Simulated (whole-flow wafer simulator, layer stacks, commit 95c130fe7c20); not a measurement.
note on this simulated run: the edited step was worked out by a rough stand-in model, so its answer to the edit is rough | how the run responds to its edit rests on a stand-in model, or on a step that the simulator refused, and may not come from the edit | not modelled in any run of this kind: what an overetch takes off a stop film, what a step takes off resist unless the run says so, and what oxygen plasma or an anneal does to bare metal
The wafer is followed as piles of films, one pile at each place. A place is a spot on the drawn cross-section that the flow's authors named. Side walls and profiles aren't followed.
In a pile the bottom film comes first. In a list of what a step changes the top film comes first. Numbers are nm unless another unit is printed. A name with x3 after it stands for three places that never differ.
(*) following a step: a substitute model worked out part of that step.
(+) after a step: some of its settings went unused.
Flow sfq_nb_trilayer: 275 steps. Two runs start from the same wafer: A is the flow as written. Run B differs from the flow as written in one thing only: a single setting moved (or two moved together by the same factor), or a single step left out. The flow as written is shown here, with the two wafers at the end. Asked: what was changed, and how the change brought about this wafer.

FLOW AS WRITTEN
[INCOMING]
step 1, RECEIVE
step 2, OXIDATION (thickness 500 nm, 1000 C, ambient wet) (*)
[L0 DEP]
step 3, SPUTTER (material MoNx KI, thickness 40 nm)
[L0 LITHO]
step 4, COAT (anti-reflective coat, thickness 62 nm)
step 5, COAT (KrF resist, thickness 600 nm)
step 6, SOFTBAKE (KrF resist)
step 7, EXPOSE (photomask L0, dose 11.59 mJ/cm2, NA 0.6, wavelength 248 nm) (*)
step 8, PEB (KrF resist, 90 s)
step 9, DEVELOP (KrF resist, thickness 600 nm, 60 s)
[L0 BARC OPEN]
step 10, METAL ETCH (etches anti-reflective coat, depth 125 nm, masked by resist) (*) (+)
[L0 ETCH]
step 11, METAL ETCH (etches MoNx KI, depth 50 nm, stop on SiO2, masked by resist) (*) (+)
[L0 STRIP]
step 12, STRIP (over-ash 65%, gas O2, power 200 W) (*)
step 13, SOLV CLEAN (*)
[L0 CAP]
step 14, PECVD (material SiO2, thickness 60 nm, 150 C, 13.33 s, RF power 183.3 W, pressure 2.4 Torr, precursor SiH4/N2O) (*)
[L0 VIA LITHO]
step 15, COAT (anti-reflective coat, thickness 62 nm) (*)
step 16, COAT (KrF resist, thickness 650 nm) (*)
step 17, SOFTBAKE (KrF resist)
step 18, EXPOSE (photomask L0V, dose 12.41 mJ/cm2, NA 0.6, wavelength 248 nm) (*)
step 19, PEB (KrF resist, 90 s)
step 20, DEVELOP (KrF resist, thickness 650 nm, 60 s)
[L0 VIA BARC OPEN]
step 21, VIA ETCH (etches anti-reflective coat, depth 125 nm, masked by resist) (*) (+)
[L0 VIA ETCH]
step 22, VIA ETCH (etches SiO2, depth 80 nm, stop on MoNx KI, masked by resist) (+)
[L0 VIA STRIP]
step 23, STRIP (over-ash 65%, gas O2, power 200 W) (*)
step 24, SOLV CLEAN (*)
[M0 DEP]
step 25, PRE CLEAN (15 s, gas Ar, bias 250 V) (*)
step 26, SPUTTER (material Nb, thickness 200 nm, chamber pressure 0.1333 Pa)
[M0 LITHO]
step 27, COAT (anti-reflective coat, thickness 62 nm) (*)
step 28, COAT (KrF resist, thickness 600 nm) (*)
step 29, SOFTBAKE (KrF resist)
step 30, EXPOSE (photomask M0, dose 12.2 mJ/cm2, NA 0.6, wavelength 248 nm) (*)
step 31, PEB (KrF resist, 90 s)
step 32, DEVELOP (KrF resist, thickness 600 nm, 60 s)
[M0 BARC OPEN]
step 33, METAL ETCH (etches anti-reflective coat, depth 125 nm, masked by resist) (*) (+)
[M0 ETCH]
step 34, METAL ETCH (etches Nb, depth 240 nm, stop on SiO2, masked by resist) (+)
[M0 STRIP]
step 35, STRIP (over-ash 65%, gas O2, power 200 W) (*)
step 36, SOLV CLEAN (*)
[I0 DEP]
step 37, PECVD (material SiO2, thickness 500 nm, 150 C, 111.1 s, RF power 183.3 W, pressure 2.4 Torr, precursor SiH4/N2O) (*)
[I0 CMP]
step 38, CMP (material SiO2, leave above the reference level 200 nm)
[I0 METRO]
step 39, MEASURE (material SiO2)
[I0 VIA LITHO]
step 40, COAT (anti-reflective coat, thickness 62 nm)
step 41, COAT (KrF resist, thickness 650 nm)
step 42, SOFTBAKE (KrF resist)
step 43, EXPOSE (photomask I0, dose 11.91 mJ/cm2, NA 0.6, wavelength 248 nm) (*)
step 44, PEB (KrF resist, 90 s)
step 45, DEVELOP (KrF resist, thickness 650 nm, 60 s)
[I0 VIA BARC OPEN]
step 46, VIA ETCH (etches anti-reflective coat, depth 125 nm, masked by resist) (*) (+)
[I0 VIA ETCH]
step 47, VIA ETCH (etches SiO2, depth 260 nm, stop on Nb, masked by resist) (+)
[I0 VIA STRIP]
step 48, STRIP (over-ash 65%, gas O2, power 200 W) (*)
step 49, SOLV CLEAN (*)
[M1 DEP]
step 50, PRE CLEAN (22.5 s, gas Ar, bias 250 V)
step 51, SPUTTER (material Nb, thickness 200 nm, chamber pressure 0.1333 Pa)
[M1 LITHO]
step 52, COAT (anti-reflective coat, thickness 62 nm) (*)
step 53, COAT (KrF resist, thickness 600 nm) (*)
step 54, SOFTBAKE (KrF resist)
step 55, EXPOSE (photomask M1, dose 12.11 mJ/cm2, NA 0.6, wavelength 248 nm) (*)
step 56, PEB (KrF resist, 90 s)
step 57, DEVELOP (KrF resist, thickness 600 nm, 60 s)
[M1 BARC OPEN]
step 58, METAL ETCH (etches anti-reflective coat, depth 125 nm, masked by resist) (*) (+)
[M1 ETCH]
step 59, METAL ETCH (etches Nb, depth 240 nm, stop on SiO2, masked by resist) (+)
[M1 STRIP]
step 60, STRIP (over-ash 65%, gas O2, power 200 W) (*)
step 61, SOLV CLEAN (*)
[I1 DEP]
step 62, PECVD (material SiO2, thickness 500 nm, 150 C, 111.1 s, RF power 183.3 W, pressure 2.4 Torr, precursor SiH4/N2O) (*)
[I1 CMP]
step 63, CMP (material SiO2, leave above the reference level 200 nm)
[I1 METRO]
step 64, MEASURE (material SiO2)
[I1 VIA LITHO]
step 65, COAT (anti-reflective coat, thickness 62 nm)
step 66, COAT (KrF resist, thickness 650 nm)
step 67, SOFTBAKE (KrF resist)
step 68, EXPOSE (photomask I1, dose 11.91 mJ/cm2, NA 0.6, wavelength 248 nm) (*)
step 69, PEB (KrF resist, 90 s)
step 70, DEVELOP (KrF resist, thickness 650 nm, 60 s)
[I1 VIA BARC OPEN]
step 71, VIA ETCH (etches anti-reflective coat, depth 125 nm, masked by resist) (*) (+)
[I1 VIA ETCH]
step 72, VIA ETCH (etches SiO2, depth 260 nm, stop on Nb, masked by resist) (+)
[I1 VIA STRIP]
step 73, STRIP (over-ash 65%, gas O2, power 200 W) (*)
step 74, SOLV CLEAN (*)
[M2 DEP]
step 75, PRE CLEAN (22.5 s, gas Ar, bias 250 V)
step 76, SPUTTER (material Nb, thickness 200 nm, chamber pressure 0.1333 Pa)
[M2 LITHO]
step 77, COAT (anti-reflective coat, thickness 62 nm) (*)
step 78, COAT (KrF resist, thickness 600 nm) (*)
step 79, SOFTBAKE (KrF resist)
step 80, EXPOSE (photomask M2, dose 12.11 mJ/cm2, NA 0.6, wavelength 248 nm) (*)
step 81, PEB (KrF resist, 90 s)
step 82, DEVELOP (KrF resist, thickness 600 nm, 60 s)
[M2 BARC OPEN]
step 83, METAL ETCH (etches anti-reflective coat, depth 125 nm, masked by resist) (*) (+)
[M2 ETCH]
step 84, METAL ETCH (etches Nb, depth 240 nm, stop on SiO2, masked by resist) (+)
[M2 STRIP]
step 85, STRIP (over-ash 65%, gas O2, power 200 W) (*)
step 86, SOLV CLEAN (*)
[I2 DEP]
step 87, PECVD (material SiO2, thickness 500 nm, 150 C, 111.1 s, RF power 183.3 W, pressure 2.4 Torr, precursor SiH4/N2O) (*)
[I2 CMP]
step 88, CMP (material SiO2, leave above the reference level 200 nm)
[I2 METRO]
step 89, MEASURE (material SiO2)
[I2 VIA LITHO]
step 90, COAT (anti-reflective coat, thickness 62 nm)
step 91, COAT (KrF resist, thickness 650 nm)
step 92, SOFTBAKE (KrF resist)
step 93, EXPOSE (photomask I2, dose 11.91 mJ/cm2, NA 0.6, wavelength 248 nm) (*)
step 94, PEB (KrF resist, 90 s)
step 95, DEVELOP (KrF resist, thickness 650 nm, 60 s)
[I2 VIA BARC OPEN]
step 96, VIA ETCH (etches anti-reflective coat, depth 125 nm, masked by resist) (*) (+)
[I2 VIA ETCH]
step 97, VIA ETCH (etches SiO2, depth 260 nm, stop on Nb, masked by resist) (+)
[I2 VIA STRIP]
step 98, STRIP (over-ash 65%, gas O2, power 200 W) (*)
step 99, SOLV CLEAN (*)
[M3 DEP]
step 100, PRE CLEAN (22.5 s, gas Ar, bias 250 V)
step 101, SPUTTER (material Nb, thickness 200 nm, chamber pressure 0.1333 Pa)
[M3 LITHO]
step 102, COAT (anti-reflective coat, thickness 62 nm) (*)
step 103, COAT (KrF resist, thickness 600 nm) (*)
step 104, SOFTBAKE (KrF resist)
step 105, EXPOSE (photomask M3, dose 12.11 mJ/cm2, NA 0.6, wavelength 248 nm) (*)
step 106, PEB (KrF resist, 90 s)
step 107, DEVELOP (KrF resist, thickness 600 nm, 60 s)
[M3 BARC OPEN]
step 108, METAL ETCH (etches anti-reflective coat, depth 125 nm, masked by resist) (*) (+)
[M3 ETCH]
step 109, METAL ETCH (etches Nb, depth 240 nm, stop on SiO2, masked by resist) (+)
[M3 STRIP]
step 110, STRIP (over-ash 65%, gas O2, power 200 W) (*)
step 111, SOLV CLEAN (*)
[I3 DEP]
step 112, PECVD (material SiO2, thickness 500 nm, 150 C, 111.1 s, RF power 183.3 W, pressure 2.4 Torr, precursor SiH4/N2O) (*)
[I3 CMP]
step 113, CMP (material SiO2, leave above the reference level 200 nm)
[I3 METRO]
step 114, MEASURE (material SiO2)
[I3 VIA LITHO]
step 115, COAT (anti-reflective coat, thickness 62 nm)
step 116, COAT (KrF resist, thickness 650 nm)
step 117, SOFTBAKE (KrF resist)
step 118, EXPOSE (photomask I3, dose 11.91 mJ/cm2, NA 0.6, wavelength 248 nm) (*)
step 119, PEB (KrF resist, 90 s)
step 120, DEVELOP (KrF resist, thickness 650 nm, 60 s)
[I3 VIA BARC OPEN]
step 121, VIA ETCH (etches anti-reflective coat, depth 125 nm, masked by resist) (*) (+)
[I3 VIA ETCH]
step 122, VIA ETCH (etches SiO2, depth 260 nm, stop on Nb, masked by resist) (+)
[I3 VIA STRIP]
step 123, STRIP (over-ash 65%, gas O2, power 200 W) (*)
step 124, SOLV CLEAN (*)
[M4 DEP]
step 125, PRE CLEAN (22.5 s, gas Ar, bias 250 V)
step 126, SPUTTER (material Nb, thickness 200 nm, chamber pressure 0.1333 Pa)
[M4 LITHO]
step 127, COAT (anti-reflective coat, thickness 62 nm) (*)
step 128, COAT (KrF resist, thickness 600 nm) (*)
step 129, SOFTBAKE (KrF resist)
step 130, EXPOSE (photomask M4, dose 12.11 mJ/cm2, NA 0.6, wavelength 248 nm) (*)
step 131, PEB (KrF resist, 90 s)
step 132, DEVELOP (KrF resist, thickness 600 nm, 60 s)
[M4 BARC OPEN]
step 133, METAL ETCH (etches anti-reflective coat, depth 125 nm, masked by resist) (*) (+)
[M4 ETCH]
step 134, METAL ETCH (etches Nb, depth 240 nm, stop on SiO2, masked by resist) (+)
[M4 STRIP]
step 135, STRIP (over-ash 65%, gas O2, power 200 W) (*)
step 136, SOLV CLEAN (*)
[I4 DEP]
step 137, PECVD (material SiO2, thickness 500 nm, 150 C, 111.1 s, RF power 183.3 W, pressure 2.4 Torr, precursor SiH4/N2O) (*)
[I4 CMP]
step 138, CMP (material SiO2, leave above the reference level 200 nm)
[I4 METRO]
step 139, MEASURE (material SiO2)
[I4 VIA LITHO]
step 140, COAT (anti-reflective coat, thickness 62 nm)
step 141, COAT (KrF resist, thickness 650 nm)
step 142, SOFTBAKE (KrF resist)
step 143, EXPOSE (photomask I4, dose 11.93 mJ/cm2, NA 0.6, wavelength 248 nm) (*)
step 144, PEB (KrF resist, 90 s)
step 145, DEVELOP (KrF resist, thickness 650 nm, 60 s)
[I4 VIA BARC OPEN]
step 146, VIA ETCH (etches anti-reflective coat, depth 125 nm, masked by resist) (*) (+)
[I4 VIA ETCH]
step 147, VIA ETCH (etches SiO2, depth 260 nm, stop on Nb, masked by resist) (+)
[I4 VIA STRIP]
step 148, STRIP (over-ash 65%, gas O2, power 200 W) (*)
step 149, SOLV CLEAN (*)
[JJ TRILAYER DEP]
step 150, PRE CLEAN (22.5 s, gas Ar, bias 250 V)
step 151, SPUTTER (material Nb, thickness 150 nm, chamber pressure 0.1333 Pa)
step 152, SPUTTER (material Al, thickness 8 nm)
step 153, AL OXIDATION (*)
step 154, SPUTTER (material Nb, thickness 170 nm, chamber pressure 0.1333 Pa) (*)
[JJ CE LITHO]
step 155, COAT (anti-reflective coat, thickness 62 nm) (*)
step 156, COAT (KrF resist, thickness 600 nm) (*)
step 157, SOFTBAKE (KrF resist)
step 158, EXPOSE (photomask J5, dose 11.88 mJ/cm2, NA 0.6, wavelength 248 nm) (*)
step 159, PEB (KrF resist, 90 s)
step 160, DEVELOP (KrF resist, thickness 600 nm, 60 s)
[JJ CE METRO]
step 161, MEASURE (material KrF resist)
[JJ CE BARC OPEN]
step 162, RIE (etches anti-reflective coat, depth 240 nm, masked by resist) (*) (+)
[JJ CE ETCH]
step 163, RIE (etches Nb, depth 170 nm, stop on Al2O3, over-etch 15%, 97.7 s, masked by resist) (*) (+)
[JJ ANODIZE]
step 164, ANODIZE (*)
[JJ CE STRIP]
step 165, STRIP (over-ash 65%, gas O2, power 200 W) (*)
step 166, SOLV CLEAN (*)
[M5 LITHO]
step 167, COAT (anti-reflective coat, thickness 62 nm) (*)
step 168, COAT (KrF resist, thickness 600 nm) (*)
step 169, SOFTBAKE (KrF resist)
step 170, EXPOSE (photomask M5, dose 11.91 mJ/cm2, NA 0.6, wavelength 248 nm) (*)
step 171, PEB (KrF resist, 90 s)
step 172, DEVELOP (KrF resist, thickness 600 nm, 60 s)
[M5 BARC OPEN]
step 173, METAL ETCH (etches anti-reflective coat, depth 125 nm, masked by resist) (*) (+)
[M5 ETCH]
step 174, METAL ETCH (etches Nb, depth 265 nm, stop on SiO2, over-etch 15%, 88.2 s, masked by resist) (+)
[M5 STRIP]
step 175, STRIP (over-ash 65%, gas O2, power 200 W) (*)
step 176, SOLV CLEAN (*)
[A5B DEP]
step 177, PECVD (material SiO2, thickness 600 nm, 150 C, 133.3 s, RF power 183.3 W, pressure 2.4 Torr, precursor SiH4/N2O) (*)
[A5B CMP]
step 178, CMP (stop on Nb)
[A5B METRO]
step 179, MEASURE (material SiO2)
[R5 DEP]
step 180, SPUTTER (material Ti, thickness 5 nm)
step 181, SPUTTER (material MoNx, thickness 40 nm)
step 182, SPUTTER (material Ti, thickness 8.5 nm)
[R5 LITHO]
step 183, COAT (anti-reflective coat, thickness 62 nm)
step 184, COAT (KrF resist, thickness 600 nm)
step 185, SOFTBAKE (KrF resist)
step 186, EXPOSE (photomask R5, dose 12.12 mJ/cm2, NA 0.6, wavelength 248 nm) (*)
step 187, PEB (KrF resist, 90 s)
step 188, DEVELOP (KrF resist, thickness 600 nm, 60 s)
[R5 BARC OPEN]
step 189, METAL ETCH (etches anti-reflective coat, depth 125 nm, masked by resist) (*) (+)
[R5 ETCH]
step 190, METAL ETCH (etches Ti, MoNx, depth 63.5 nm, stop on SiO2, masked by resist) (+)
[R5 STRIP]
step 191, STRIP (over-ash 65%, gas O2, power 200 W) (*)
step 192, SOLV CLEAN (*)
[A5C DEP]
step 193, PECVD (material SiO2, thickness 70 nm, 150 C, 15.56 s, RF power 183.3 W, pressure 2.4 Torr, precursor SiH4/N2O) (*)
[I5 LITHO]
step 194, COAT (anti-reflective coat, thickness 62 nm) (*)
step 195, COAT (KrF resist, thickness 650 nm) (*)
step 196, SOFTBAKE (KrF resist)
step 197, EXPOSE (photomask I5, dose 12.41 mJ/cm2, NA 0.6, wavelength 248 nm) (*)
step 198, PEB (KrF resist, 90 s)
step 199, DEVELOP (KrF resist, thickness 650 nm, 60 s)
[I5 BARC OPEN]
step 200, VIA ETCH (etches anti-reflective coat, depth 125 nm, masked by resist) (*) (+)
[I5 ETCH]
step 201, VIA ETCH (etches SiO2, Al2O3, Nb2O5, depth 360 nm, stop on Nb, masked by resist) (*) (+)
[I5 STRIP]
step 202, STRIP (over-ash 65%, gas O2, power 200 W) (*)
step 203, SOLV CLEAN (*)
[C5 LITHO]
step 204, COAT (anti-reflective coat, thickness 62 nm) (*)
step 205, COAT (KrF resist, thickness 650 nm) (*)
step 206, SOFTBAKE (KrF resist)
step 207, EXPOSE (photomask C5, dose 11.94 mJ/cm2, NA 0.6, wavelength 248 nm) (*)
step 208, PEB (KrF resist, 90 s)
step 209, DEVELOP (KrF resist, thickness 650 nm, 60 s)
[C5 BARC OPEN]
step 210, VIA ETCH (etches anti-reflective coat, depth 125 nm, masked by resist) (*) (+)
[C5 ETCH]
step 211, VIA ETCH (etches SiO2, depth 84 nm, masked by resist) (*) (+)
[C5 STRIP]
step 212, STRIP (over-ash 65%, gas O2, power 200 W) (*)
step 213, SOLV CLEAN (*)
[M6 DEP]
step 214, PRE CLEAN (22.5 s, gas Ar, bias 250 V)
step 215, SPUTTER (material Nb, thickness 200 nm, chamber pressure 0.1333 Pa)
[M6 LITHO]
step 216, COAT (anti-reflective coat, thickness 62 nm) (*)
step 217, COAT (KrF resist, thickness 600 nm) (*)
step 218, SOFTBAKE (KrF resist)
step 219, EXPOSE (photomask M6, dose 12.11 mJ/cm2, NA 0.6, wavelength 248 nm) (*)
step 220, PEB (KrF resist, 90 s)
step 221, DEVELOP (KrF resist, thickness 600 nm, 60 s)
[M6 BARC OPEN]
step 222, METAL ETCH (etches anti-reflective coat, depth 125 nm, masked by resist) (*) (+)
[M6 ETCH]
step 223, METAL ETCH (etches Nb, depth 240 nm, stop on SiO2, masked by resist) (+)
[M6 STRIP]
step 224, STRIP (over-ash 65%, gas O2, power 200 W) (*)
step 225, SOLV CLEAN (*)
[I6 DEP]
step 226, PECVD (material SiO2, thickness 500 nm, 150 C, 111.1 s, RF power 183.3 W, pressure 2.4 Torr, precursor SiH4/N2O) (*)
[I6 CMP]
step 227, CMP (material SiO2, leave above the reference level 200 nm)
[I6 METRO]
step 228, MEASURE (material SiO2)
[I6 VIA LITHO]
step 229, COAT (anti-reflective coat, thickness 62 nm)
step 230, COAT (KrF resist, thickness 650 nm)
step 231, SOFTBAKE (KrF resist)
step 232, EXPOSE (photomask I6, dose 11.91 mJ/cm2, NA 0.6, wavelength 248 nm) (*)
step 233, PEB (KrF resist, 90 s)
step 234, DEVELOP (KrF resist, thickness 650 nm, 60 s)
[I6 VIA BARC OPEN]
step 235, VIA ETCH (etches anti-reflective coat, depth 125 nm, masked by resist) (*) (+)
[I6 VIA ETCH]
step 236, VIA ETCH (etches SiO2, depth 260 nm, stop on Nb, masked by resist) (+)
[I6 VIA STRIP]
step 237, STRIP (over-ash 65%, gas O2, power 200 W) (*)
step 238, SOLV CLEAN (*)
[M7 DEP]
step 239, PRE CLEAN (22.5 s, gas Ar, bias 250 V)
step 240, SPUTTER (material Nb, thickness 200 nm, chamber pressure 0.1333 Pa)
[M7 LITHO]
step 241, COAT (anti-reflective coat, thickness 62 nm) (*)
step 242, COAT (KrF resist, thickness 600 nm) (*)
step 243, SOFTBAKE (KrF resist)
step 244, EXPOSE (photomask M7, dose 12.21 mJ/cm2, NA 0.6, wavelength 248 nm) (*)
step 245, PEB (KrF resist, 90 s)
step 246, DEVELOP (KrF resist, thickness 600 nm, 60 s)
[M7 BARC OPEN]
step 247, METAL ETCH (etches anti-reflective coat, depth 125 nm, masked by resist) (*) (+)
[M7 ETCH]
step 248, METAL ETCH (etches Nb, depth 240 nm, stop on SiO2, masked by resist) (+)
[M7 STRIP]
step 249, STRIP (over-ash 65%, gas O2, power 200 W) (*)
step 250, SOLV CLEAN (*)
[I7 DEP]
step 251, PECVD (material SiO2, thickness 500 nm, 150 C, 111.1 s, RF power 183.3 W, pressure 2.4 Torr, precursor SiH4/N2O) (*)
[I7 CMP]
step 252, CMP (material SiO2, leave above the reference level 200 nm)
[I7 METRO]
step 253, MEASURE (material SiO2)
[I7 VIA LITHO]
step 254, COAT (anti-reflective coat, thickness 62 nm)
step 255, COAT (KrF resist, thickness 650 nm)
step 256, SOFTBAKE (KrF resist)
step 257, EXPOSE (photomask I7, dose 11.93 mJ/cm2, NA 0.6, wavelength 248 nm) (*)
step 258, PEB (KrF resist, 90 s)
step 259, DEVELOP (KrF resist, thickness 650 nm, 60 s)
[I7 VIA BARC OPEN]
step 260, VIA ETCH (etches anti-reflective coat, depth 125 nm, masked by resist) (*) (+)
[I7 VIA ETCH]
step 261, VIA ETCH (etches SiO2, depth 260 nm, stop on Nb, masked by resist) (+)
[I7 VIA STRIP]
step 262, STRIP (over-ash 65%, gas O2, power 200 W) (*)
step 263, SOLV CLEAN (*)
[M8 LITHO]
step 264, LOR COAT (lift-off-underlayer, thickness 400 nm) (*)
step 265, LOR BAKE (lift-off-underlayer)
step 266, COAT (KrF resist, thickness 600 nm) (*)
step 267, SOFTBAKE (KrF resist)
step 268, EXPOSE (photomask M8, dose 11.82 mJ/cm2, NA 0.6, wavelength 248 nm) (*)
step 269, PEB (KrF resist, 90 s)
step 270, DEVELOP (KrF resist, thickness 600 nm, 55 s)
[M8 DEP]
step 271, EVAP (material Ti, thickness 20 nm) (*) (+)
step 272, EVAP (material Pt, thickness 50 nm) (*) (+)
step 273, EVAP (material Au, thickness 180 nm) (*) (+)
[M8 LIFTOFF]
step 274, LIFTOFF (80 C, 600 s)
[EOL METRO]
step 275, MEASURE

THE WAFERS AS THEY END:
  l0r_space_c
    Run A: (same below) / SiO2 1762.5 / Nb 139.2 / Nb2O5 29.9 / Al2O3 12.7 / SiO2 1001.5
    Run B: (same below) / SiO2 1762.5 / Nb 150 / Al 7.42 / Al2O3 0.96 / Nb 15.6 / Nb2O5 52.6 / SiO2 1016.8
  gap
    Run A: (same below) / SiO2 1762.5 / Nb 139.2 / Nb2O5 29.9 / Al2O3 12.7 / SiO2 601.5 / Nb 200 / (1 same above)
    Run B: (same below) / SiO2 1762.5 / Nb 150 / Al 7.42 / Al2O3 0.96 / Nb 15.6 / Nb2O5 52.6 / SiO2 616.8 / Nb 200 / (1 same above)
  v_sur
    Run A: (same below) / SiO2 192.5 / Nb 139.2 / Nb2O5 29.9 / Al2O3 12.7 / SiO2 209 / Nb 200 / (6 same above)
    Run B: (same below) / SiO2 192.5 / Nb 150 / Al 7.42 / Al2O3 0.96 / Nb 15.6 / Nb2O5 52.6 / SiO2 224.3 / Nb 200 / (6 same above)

Cause: step 154, SPUTTER: thickness 230 nm was run, whereas the flow has thickness 170 nm.

How this came from the change, step by step:
  step 154, SPUTTER (material Nb, thickness 170 nm, chamber pressure 0.1333 Pa) (*)
      field_l, v_sur, via_sp and 100 more: A Nb gains 170 (new film) | B Nb gains 230 (new film)
      via_wl, via_wr: A Nb gains 140.7 (new film) | B Nb gains 190.9 (new film)
      (as well as at 1 more place)
  step 155, COAT (anti-reflective coat, thickness 62 nm) (*)
      via_wl, via_wr: A anti-reflective coat gains 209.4 (new film) | B anti-reflective coat gains 227.2 (new film)
      via_w: A anti-reflective coat gains 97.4 (new film) | B anti-reflective coat gains 103.2 (new film)
  step 162, RIE (etches anti-reflective coat, depth 240 nm, masked by resist) (*) (+)
      ce_l, c5j, ce_r, wl_jj: A KrF resist loses 209.4 | B KrF resist loses 227.2
      via_wl, via_wr: A anti-reflective coat loses 209.4 (all of it) | B anti-reflective coat loses 227.2 (all of it)
      (as well as at 1 more place)
  step 163, RIE (etches Nb, depth 170 nm, stop on Al2O3, over-etch 15%, 97.7 s, masked by resist) (*) (+)
      field_l, v_sur, via_sp and 96 more: A Nb loses 170 (all of it), Al2O3 loses 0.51 | B Nb loses 195.5
      via_wl, via_wr: A Nb loses 140.7 (all of it), Al2O3 loses 0.96 (all of it) | B Nb loses 190.9 (all of it), Al2O3 loses 0.09
      (as well as at 1 more place)
  step 164, ANODIZE (*)
      field_l, v_sur, via_sp and 96 more: A Al2O3 gains 12.2, Nb2O5 gains 29.9 (new film), Al loses 7.42 (all of it), Nb loses 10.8 | B Nb2O5 gains 52.6 (new film), Nb loses 18.9
      via_wl, via_wr: A Al2O3 gains 7.52 (new film), Nb2O5 gains 39.2 (new film), Al loses 4.56 (all of it), Nb loses 14.1 | B Al2O3 gains 7.52, Nb2O5 gains 37.6 (new film), Al loses 4.56 (all of it), Nb loses 13.5
      (as well as at 1 more place)
  step 165, STRIP (over-ash 65%, gas O2, power 200 W) (*)
      c5j, ce_r: A KrF resist loses 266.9 (all of it), anti-reflective coat loses 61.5 (all of it) | B KrF resist loses 249.1 (all of it), anti-reflective coat loses 61.5 (all of it)
      ce_l: A KrF resist loses 266.8 (all of it), anti-reflective coat loses 61.4 (all of it) | B KrF resist loses 249 (all of it), anti-reflective coat loses 61.4 (all of it)
      (as well as at 1 more place)
  step 167, COAT (anti-reflective coat, thickness 62 nm) (*)
      wl_j_sl, wl_j_sr: A anti-reflective coat gains 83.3 (new film) | B anti-reflective coat gains 85.4 (new film)
      via_wl: A anti-reflective coat gains 170.5 (new film) | B anti-reflective coat gains 213.9 (new film)
      (as well as at 8 more places)
  step 168, COAT (KrF resist, thickness 600 nm) (*)
      via_w: A KrF resist gains 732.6 (new film) | B KrF resist gains 758.6 (new film)
  step 174, METAL ETCH (etches Nb, depth 265 nm, stop on SiO2, over-etch 15%, 88.2 s, masked by resist) (+)
      field_l, r_sur, res and 50 more: A Al2O3 loses 12.6 (all of it), Nb2O5 loses 29.9 (all of it), Nb loses 139.2 (all of it), SiO2 loses 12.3 | B Nb2O5 loses 52.6 (all of it), Nb loses 15.6 (all of it), Al2O3 loses 0.96 (all of it), Al loses 7.42 (all of it), Nb loses 150 (all of it)
  step 175, STRIP (over-ash 65%, gas O2, power 200 W) (*)
      via_wl: A KrF resist loses 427 (all of it), anti-reflective coat loses 170.5 (all of it) | B KrF resist loses 420.9 (all of it), anti-reflective coat loses 213.9 (all of it)
      via_w: A KrF resist loses 503.5 (all of it), anti-reflective coat loses 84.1 (all of it) | B KrF resist loses 529.4 (all of it), anti-reflective coat loses 93.3 (all of it)
      (as well as at 9 more places)
  step 178, CMP (stop on Nb)
      v_sur, via_sp, via_v and 43 more: A SiO2 loses 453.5 | B SiO2 loses 438.2
      field_l, p4_fl, p4_fm and 39 more: A SiO2 loses 259.3 | B SiO2 loses 211.6
      (as well as at 14 more places)
  step 201, VIA ETCH (etches SiO2, Al2O3, Nb2O5, depth 360 nm, stop on Nb, masked by resist) (*) (+)
      be: A SiO2 loses 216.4 (all of it), Al2O3 loses 12.7 (all of it), Nb2O5 loses 29.9 (all of it) | B SiO2 loses 231.6 (all of it), Nb2O5 loses 52.6 (all of it)
  step 204, COAT (anti-reflective coat, thickness 62 nm) (*)
      be: A anti-reflective coat gains 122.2 (new film) | B anti-reflective coat gains 125.9 (new film)
  step 205, COAT (KrF resist, thickness 650 nm) (*)
      be: A KrF resist gains 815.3 (new film) | B KrF resist gains 833.4 (new film)
  step 212, STRIP (over-ash 65%, gas O2, power 200 W) (*)
      be: A KrF resist loses 728.2 (all of it), anti-reflective coat loses 122.2 (all of it) | B KrF resist loses 746.2 (all of it), anti-reflective coat loses 125.9 (all of it)
  step 215, SPUTTER (material Nb, thickness 200 nm, chamber pressure 0.1333 Pa)
      be: A Nb gains 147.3 | B Nb gains 141.7
  ... 3 other steps ...
  step 226, PECVD (material SiO2, thickness 500 nm, 150 C, 111.1 s, RF power 183.3 W, pressure 2.4 Torr, precursor SiH4/N2O) (*)
      be: A SiO2 gains 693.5 (new film) | B SiO2 gains 724.4 (new film)
If metal films that touch count as one body, l0r_space_c has 3 bodies (between them, from the top down: Al2O3 0.96; SiO2 1762.5); the flow as written gives 2 bodies (between them, from the top down: SiO2 1762.5).
If metal films that touch count as one body, gap has 4 bodies (between them, from the top down: SiO2 616.8 / Nb2O5 52.6; Al2O3 0.96; SiO2 1762.5); the flow as written gives 3 bodies (between them, from the top down: SiO2 601.5 / Al2O3 12.7 / Nb2O5 29.9; SiO2 1762.5).
If metal films that touch count as one body, v_sur has 10 bodies (between them, from the top down: SiO2 200; SiO2 192.5; SiO2 224.3 / Nb2O5 52.6; Al2O3 0.96; SiO2 192.5; SiO2 192.5; SiO2 192.5; SiO2 192.5; SiO2 192.5); the flow as written gives 9 bodies (between them, from the top down: SiO2 200; SiO2 192.5; SiO2 209 / Al2O3 12.7 / Nb2O5 29.9; SiO2 192.5; SiO2 192.5; SiO2 192.5; SiO2 192.5; SiO2 192.5).
